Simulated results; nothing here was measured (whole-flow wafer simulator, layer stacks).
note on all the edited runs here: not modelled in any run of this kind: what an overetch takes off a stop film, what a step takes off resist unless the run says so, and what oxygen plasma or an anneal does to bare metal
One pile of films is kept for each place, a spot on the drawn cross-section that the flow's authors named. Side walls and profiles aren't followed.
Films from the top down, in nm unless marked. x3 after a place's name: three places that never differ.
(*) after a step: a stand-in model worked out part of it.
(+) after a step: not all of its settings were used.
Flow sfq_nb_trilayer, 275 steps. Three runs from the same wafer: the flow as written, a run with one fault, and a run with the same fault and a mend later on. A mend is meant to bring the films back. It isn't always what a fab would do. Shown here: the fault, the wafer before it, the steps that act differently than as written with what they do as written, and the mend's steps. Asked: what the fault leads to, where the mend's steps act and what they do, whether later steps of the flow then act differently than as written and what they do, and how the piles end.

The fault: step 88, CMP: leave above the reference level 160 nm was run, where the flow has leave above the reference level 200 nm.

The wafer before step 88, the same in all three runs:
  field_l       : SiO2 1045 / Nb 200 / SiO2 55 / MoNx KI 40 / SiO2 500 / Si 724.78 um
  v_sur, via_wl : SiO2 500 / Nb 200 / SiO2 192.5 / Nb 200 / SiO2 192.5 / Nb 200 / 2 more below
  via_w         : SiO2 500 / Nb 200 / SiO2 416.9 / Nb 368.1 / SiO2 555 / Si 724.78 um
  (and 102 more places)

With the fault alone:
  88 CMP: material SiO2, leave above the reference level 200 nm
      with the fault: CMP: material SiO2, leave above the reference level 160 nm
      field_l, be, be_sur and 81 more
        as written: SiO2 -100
        with the fault: SiO2 -140
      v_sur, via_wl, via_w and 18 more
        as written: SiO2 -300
        with the fault: SiO2 -340
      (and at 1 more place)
  Later steps of the flow that act differently than as written (4 more steps differ only slightly, by at most 2% or 0.5 nm, whichever is larger, and aren't shown):
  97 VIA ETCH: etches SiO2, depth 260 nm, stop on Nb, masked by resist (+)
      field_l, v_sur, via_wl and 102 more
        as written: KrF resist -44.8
        with the fault: KrF resist -41.3
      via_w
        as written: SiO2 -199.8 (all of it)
        with the fault: SiO2 -159.8 (all of it)
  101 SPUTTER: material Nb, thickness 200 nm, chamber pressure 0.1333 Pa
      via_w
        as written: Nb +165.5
        with the fault: Nb +174.3
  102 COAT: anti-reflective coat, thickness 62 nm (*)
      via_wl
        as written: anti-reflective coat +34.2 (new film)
        with the fault: anti-reflective coat +33.5 (new film)
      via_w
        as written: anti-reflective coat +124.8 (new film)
        with the fault: anti-reflective coat +114.4 (new film)
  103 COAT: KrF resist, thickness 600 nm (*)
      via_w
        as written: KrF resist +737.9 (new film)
        with the fault: KrF resist +705.5 (new film)
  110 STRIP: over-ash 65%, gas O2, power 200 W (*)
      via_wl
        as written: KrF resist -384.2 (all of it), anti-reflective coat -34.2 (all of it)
        with the fault: KrF resist -389.5 (all of it), anti-reflective coat -33.5 (all of it)
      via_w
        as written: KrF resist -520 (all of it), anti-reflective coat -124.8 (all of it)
        with the fault: KrF resist -487.6 (all of it), anti-reflective coat -114.4 (all of it)
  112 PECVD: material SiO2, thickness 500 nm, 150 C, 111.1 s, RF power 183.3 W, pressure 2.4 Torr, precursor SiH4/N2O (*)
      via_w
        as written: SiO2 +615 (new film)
        with the fault: SiO2 +541.7 (new film)
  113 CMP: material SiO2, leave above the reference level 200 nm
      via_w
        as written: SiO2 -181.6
        with the fault: SiO2 -157.1
  At the end the piles differ from the flow's by more than 2% or 0.5 nm, whichever is larger, at v_sur, via_wl, via_w and 74 more.
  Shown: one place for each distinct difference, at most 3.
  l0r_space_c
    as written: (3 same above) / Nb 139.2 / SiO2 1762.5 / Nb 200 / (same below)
    with the fault: (3 same above) / Nb 139.2 / SiO2 1722.5 / Nb 200 / (same below)
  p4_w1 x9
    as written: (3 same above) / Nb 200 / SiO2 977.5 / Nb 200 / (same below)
    with the fault: (3 same above) / Nb 200 / SiO2 937.5 / Nb 200 / (same below)
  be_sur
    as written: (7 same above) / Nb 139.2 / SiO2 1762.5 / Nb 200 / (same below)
    with the fault: (7 same above) / Nb 139.2 / SiO2 1722.5 / Nb 200 / (same below)

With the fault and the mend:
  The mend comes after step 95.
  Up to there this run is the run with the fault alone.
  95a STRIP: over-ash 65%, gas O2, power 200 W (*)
      field_l, v_sur, via_wl and 102 more
        KrF resist -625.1 (all of it), anti-reflective coat -62 (all of it)
      via_w
        anti-reflective coat -62 (all of it)
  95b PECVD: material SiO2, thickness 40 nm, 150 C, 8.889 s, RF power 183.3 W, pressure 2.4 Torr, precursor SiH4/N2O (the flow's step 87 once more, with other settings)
      field_l, v_sur, via_wl and 103 more
        SiO2 +40
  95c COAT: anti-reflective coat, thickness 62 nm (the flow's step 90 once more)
      field_l, v_sur, via_wl and 103 more
        anti-reflective coat +62 (new film)
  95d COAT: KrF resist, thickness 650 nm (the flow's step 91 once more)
      field_l, v_sur, via_wl and 103 more
        KrF resist +650 (new film)
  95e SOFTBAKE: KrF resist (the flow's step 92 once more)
      changes no film at any place that is followed
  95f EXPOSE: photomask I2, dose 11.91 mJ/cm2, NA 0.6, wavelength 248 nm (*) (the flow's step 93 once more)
      changes no film at any place that is followed
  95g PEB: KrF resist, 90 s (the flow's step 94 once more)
      field_l, v_sur, via_wl and 103 more
        KrF resist -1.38
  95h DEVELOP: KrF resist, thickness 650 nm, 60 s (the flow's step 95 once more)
      field_l, v_sur, via_wl and 102 more
        KrF resist -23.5
      via_w
        KrF resist -648.6 (all of it)
  No later step of the flow acts differently than as written at any place that is followed.
  At the end the piles are the same as the flow's at every place that both follow.
